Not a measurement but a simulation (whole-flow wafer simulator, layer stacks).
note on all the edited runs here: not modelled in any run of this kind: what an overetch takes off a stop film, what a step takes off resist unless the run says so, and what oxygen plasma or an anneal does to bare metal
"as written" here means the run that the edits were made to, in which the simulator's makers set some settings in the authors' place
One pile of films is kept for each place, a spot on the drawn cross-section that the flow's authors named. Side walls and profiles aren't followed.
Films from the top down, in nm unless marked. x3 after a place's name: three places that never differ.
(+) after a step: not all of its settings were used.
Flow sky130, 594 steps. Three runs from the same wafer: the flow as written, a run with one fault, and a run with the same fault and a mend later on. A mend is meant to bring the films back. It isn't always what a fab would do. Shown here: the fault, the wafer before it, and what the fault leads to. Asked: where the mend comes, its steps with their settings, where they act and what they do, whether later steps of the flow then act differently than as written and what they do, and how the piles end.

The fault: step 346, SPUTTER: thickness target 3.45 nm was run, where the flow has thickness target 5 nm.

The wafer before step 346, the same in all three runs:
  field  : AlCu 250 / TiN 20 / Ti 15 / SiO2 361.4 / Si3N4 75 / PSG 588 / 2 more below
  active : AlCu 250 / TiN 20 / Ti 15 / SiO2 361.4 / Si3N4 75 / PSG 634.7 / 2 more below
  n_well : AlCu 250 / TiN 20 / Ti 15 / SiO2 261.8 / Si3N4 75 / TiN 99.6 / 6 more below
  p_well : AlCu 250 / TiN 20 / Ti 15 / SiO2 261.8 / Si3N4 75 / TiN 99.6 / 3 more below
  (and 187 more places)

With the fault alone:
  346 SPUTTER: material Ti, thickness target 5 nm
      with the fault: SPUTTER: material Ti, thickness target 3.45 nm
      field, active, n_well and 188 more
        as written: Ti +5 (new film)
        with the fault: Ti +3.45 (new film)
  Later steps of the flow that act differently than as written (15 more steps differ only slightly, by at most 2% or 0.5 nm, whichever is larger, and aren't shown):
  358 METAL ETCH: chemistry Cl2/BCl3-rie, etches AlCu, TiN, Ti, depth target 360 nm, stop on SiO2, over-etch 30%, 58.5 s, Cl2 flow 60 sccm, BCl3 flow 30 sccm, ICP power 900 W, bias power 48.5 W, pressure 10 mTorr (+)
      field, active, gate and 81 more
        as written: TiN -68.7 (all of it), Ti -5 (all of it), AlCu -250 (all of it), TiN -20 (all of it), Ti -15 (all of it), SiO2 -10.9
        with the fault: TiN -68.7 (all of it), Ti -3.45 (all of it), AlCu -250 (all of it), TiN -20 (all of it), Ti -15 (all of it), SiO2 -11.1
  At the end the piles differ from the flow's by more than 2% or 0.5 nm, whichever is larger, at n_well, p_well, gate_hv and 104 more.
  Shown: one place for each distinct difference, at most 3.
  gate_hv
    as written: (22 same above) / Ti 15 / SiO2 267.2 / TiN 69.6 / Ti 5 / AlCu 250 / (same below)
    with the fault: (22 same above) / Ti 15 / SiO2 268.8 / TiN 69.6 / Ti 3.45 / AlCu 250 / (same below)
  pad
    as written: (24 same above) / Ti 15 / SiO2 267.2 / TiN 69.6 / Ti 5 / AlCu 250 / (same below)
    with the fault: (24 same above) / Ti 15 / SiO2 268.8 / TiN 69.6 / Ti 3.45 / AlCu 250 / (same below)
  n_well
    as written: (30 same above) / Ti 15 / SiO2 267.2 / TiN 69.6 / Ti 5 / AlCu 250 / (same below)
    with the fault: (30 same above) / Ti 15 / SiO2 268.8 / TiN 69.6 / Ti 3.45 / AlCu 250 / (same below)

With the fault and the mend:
  The mend comes after step 346.
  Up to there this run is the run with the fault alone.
  346a SPUTTER: material Ti, thickness target 1.55 nm (the flow's step 346 once more, with other settings)
      field, active, n_well and 188 more
        Ti +1.55
  No later step of the flow acts differently than as written at any place that is followed.
  At the end the piles are the same as the flow's at every place that both follow.
